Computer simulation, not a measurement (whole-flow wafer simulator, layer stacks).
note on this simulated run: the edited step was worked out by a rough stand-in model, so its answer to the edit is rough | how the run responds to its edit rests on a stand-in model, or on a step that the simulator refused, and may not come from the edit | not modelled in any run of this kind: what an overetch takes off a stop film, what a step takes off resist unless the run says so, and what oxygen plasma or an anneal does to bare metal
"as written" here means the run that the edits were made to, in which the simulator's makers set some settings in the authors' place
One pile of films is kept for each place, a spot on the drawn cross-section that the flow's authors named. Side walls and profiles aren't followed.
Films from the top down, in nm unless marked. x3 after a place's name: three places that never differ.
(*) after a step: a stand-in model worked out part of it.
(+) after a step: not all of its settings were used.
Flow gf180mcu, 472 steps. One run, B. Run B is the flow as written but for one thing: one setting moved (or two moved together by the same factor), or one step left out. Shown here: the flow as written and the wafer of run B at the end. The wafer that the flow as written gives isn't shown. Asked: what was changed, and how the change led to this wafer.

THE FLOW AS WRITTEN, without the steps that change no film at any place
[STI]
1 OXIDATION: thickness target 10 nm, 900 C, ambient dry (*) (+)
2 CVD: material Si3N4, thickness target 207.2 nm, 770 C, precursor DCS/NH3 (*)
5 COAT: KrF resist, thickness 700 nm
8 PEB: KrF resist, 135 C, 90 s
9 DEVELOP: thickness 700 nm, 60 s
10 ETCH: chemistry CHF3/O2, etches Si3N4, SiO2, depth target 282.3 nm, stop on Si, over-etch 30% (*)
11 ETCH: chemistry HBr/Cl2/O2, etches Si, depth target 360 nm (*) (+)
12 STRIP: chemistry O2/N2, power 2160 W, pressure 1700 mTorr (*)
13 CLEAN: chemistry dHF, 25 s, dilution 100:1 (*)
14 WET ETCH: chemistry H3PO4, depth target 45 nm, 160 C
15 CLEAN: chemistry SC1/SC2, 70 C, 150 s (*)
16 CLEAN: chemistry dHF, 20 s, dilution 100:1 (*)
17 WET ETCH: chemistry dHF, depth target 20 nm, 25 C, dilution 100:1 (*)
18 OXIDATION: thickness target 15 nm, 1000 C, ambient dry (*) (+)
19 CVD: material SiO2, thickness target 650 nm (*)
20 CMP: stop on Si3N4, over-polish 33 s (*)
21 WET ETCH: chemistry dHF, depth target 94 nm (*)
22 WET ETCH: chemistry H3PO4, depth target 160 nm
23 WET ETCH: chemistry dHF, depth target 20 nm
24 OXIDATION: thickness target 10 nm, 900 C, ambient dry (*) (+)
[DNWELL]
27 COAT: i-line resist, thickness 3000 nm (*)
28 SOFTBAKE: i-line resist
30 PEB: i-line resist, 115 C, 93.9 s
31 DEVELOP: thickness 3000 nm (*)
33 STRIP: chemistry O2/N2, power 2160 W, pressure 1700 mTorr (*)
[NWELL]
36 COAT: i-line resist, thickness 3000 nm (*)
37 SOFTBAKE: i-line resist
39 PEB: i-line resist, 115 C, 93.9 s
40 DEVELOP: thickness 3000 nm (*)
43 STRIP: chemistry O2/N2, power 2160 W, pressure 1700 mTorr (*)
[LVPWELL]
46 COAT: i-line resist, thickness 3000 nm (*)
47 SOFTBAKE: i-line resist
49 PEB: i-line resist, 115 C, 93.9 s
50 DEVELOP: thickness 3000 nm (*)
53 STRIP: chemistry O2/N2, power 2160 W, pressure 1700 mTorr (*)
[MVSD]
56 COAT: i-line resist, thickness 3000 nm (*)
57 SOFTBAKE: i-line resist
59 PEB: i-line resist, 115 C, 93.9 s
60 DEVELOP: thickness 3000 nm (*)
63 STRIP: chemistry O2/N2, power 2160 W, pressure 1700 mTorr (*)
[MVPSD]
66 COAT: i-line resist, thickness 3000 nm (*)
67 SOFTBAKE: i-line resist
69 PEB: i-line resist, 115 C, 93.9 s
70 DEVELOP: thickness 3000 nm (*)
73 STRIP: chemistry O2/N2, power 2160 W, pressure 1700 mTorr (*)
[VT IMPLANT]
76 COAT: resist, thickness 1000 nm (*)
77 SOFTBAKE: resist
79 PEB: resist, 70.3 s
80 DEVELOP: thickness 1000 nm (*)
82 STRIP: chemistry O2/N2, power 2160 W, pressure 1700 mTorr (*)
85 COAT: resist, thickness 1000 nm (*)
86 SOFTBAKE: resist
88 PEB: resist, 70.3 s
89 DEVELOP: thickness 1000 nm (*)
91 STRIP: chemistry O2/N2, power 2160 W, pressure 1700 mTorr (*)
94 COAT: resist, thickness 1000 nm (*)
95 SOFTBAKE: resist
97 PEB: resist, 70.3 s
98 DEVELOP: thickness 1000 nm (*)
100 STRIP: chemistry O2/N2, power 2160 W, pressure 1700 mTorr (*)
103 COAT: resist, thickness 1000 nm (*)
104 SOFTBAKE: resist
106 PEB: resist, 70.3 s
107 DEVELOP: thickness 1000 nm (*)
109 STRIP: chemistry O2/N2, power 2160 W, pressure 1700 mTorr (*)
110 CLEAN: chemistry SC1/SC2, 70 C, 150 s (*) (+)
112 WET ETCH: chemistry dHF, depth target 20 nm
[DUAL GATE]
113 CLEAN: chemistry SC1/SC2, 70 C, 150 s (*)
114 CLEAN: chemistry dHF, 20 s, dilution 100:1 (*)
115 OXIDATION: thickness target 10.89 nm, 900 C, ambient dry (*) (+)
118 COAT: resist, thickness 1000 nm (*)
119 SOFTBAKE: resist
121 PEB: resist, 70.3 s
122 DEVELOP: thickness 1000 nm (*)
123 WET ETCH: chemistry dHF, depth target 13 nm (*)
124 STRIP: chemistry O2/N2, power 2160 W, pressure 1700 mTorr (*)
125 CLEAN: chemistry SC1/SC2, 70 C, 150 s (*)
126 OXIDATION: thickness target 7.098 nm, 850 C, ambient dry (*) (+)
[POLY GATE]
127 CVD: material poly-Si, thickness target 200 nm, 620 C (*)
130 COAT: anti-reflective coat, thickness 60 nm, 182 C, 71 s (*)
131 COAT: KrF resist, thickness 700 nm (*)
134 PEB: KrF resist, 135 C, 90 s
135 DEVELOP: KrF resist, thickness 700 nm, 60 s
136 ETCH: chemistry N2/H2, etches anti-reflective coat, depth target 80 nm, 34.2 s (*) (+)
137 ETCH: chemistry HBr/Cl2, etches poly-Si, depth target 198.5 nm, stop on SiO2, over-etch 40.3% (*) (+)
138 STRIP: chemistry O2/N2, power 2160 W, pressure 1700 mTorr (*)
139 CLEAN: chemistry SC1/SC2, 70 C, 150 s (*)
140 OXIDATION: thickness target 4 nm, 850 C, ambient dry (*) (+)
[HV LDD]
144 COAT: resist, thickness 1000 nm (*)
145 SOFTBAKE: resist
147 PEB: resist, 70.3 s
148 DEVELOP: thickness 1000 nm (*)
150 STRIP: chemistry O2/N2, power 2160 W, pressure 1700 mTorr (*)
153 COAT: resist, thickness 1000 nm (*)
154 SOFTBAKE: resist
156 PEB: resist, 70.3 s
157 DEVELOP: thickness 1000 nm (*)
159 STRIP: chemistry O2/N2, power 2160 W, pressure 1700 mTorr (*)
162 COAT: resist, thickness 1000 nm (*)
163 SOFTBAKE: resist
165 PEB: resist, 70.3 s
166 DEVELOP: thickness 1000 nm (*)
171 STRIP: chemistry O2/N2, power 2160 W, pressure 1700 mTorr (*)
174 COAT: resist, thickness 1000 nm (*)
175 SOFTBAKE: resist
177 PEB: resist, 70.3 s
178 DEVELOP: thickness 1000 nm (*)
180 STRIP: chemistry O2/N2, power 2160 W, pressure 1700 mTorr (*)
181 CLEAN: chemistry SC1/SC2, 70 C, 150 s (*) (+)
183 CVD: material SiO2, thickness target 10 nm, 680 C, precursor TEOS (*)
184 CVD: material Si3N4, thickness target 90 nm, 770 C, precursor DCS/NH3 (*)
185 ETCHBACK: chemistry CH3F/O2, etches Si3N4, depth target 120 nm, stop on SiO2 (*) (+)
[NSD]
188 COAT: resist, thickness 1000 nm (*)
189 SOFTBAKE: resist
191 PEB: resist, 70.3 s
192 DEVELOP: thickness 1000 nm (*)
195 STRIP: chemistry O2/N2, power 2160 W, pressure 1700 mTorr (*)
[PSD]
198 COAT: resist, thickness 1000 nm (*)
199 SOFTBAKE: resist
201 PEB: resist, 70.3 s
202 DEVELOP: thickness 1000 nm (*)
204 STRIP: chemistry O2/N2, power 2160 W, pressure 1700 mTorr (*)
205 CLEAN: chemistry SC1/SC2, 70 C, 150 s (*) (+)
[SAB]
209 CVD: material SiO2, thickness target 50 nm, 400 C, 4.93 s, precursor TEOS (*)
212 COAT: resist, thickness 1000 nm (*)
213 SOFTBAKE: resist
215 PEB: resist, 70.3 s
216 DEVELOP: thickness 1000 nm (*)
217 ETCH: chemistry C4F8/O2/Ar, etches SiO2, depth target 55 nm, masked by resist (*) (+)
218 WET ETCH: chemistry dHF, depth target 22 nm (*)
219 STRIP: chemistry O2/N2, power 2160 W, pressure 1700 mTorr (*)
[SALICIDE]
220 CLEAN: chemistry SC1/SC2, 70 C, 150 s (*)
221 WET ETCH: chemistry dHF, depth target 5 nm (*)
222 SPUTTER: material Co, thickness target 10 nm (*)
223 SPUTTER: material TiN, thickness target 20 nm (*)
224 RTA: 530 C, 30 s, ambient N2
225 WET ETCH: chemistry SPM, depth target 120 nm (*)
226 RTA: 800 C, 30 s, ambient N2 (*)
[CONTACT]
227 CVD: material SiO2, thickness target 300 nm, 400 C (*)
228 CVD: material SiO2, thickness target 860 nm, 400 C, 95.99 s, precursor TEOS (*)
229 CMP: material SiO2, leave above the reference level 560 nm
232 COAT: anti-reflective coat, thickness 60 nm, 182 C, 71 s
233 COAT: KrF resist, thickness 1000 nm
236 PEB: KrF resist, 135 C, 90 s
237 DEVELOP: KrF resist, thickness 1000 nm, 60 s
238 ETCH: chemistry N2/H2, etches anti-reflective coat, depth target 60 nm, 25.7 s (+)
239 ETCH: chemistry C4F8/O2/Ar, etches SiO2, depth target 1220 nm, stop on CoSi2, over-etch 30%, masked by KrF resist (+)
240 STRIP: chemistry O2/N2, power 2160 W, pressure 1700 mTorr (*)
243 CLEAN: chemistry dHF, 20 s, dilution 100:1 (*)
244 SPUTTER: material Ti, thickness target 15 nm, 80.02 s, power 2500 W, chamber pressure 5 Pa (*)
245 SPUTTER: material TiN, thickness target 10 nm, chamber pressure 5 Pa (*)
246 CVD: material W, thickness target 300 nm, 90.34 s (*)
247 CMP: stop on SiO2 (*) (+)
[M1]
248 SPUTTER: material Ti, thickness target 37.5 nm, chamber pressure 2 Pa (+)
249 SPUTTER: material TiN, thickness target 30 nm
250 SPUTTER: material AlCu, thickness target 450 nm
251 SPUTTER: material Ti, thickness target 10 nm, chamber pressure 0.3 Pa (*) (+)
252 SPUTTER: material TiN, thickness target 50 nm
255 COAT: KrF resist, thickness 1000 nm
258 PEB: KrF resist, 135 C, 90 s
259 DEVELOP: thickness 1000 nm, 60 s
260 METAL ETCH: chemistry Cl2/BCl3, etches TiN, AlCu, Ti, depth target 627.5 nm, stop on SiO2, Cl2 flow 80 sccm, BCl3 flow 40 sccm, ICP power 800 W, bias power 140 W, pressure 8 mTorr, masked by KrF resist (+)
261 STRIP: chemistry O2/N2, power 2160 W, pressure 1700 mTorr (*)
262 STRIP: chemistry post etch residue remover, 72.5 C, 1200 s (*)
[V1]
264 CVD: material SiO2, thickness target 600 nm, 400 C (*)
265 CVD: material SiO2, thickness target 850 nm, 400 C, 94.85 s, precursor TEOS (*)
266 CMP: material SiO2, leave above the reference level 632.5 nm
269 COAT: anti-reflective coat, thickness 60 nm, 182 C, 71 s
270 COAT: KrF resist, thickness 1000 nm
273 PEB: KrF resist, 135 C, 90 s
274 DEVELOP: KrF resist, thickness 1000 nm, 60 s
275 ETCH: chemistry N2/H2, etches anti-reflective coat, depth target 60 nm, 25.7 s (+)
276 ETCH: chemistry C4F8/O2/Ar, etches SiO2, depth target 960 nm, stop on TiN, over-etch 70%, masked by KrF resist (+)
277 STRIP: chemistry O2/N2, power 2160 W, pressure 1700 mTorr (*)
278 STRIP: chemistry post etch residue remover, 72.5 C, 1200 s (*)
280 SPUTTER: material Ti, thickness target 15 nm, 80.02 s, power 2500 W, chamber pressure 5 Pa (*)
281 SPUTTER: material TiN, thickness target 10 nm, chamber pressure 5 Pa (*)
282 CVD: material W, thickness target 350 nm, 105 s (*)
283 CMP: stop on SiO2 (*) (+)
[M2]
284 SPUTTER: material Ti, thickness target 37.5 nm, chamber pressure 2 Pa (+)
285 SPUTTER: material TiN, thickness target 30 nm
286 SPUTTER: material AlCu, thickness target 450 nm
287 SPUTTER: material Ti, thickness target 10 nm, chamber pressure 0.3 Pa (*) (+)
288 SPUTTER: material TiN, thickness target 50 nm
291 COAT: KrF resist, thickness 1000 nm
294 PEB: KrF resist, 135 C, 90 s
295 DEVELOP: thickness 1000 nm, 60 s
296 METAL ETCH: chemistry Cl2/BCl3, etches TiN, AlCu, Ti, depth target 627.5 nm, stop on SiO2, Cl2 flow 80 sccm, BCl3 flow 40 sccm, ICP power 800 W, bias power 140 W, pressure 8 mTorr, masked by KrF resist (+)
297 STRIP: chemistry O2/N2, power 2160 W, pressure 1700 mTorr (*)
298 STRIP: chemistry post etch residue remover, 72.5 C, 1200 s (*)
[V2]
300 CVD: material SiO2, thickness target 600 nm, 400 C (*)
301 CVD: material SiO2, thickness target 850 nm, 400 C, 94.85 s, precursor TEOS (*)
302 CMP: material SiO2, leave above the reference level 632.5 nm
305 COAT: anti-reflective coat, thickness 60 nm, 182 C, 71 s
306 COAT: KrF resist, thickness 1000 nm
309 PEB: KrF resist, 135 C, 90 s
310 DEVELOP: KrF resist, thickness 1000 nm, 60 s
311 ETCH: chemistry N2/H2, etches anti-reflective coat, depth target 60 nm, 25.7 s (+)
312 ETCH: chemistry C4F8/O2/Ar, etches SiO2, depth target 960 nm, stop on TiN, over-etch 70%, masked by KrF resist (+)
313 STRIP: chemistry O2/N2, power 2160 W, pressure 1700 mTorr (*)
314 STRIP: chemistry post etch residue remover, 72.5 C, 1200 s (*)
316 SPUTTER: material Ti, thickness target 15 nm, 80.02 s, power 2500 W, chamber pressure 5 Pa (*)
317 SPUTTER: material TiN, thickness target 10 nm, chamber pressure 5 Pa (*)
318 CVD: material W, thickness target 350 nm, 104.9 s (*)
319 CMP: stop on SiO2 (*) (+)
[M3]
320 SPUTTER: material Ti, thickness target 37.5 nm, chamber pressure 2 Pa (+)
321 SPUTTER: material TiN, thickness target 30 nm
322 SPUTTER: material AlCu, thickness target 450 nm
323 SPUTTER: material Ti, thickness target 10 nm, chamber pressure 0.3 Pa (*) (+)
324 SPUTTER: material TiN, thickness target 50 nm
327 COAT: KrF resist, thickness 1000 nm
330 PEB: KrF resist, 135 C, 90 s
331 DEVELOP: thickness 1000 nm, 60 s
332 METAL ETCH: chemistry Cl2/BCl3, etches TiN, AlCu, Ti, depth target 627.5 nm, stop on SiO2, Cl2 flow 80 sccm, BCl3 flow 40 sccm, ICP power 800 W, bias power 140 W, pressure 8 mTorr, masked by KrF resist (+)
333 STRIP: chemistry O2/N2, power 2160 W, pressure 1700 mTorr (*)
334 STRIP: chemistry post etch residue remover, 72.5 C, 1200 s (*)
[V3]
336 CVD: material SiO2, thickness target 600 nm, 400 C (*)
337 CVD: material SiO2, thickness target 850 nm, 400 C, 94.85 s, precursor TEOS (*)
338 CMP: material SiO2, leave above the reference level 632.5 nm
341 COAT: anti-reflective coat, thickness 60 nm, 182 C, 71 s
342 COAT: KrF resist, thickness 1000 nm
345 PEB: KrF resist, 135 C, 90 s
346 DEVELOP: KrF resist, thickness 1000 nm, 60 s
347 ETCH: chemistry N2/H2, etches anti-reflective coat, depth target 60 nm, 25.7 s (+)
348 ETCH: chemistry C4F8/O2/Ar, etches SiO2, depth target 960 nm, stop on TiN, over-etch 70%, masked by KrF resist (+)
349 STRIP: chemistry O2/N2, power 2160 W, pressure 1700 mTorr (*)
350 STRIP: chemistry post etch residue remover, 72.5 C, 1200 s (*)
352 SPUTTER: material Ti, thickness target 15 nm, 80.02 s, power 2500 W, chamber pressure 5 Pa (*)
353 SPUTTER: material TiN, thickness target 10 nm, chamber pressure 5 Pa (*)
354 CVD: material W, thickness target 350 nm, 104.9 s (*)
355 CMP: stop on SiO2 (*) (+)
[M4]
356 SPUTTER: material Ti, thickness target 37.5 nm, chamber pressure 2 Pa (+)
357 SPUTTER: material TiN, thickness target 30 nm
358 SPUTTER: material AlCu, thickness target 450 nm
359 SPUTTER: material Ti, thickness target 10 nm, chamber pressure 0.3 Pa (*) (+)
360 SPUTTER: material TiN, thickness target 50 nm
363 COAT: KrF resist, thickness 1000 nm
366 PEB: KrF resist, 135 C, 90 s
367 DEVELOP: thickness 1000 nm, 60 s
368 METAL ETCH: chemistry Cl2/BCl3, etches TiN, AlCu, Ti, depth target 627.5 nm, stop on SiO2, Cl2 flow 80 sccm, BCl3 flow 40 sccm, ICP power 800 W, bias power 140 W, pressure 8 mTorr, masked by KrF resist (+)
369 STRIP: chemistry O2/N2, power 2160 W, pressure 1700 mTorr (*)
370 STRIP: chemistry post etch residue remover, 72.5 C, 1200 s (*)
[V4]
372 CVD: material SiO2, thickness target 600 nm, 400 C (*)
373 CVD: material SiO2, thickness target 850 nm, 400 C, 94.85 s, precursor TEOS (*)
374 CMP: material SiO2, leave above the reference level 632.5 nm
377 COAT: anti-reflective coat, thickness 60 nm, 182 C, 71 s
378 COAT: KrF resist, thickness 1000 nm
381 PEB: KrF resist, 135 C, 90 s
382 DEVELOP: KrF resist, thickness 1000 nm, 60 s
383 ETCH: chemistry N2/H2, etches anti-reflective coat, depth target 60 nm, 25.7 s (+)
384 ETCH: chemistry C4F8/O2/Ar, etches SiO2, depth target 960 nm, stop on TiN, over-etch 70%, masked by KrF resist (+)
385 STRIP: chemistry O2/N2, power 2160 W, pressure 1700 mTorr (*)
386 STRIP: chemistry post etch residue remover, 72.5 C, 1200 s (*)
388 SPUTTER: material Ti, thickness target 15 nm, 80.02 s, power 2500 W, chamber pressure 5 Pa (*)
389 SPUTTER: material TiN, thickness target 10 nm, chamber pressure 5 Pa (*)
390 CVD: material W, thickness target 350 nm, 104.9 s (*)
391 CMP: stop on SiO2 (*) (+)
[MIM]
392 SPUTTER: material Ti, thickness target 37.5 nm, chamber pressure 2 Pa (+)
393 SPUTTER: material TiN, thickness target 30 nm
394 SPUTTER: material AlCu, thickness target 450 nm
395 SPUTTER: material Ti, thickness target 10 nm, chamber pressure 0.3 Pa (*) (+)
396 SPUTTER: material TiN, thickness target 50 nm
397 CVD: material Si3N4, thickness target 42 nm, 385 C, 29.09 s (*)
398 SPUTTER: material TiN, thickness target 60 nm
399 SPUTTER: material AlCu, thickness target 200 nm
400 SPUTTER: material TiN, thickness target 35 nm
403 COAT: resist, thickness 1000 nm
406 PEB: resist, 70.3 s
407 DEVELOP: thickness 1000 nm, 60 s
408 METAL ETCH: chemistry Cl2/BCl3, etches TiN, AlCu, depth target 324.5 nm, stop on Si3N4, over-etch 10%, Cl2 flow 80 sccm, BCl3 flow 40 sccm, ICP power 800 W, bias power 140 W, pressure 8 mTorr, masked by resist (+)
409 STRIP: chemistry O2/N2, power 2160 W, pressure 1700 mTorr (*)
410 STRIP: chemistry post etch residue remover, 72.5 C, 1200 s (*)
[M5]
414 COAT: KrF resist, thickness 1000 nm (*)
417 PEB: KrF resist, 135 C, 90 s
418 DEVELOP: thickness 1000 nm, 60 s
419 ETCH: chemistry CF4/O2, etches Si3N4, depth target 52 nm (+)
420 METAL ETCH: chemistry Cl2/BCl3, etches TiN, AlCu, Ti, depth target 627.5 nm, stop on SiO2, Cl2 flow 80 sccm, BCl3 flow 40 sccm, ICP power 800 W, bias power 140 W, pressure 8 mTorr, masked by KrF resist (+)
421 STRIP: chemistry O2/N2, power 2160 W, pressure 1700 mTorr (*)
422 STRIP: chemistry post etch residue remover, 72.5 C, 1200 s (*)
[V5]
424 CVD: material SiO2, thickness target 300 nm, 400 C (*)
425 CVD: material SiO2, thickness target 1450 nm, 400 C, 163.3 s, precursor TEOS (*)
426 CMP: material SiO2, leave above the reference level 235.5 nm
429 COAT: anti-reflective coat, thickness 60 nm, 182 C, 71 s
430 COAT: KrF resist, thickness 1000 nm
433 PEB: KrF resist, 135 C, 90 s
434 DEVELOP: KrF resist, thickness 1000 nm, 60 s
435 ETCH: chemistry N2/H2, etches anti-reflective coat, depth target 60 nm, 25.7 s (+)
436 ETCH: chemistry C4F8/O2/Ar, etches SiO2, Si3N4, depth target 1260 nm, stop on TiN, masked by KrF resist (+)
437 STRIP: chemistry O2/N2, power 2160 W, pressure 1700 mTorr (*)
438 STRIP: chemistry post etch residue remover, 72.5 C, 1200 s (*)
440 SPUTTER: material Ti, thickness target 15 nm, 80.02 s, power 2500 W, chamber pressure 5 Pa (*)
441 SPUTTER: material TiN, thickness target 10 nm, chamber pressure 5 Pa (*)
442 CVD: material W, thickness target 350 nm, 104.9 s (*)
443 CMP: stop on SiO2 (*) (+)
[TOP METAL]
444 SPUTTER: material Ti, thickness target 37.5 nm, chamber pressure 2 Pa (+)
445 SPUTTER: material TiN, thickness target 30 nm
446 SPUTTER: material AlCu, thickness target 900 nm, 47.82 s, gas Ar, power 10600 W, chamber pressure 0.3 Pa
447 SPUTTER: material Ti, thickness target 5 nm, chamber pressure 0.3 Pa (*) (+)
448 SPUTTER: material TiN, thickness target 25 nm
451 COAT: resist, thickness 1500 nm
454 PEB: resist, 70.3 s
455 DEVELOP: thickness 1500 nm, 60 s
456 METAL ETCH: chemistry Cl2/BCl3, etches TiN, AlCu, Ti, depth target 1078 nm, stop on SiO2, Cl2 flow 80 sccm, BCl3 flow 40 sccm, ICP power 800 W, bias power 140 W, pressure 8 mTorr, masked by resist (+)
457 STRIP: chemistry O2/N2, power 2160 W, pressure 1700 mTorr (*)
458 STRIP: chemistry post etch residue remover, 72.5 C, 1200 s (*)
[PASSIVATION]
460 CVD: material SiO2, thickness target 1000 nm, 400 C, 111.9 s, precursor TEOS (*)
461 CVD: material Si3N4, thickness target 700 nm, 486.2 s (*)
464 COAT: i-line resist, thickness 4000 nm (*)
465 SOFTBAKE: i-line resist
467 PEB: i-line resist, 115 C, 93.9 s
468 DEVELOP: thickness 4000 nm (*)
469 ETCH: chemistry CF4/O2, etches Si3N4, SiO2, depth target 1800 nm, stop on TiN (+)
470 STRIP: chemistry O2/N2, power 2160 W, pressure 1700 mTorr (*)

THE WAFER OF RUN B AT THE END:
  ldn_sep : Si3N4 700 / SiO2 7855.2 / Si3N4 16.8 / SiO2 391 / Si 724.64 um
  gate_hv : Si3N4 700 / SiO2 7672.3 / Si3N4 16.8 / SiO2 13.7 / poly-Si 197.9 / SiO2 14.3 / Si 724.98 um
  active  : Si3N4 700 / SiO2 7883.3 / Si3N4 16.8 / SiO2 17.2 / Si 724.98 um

The cause: step 185, ETCHBACK: depth target 69 nm was run, where the flow has depth target 120 nm.

How the change led to this, step by step:
  185 ETCHBACK: chemistry CH3F/O2, etches Si3N4, depth target 120 nm, stop on SiO2 (*) (+)
      field, field__w1, field__w2 and 100 more: Si3N4 -69 (as written it would be: Si3N4 -90 (all of it), SiO2 -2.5)
  188 COAT: resist, thickness 1000 nm (*)
      spacer: resist +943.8 (new film) (as written it would be: resist +920.2 (new film))
  189 SOFTBAKE: resist
      field__w9: resist -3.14 (as written it would be: resist +6.92)
      nw_enc_fld_lv: resist +5.57 (as written it would be: resist +0.86)
  192 DEVELOP: thickness 1000 nm (*)
      spacer: resist -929 (all of it) (as written it would be: resist -905.9 (all of it))
  198 COAT: resist, thickness 1000 nm (*)
      spacer: resist +943.8 (new film) (as written it would be: resist +920.2 (new film))
  199 SOFTBAKE: resist
      field__w9: resist -3.14 (as written it would be: resist +6.92)
      nw_enc_fld_lv: resist +5.57 (as written it would be: resist +0.86)
  204 STRIP: chemistry O2/N2, power 2160 W, pressure 1700 mTorr (*)
      spacer: resist -929 (all of it) (as written it would be: resist -905.9 (all of it))
  205 CLEAN: chemistry SC1/SC2, 70 C, 150 s (*) (+)
      field, field__w1, field__w2 and 105 more: Si3N4 -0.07 (as written it would be: SiO2 -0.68)
  209 CVD: material SiO2, thickness target 50 nm, 400 C, 4.93 s, precursor TEOS (*)
      field, field__w7, field__w8 and 73 more: SiO2 +50 (new film) (as written it would be: SiO2 +50)
      field_sub__w1, field_sub__w3, field_sub__w4, field_sub__w5, ld_drift_n: SiO2 +48.8 (new film) (as written it would be: SiO2 +48.9)
      (and at 27 more places)
  212 COAT: resist, thickness 1000 nm (*)
      spacer: resist +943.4 (new film) (as written it would be: resist +919.4 (new film))
  216 DEVELOP: thickness 1000 nm (*)
      spacer: resist -928.6 (all of it) (as written it would be: resist -905.1 (all of it))
  217 ETCH: chemistry C4F8/O2/Ar, etches SiO2, depth target 55 nm, masked by resist (*) (+)
      field, field__w7, field__w8 and 70 more: SiO2 -50 (all of it), Si3N4 -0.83 (as written it would be: SiO2 -55)
      field_sub__w1, field_sub__w3, field_sub__w4, field_sub__w5, ld_drift_n: SiO2 -48.8 (all of it), Si3N4 -1.03 (as written it would be: SiO2 -55)
      (and at 21 more places)
  218 WET ETCH: chemistry dHF, depth target 22 nm (*)
      gate, gate_hv, gate_p and 23 more: Si3N4 -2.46 (as written it would be: SiO2 -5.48 (all of it))
      field, field__w10, sti and 14 more: Si3N4 -2.46 (as written it would be: SiO2 -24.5)
      (and at 56 more places)
  219 STRIP: chemistry O2/N2, power 2160 W, pressure 1700 mTorr (*)
      gate, gate_hv, gate_p and 23 more: nothing (as written it would be: chemical SiO2 +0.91 (new film), poly-Si -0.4)
      active, p_well, sd_n and 20 more: nothing (as written it would be: chemical SiO2 +0.91 (new film), Si -0.4)
  220 CLEAN: chemistry SC1/SC2, 70 C, 150 s (*)
      field, field__w2, field__w7 and 40 more: nothing (as written it would be: SiO2 -0.68)
      field__w1, field__w3, field__w6, field__w12, m1, nw_enc_fld_lv, nw_enc_fld_lv__w3: Si3N4 -0.07 (as written it would be: SiO2 -0.68)
  221 WET ETCH: chemistry dHF, depth target 5 nm (*)
      active, p_well, gate and 46 more: Si3N4 -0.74 (as written it would be: chemical SiO2 -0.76 (all of it))
      field, field__w1, field__w2 and 23 more: Si3N4 -0.74 (as written it would be: SiO2 -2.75)
      (and at 24 more places)
  ... 10 more steps ...
  471 ANNEAL: 400 C, 1800 s, ambient N2/H2
      polyc_n, polyc_p: under 9 films: void +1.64 (new film), Ti -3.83, TiSi first +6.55 (new film), poly-Si -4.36 (as written it would be: nothing)
      contact: under 49 films: void +1.62 (new film), Ti -3.83, TiSi first +6.55 (new film), Si -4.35 (as written it would be: nothing)
Counting metal films that touch as one body, gate_hv has 0 bodies; the flow as written gives 1 body.
Counting metal films that touch as one body, active has 0 bodies; the flow as written gives 1 body.
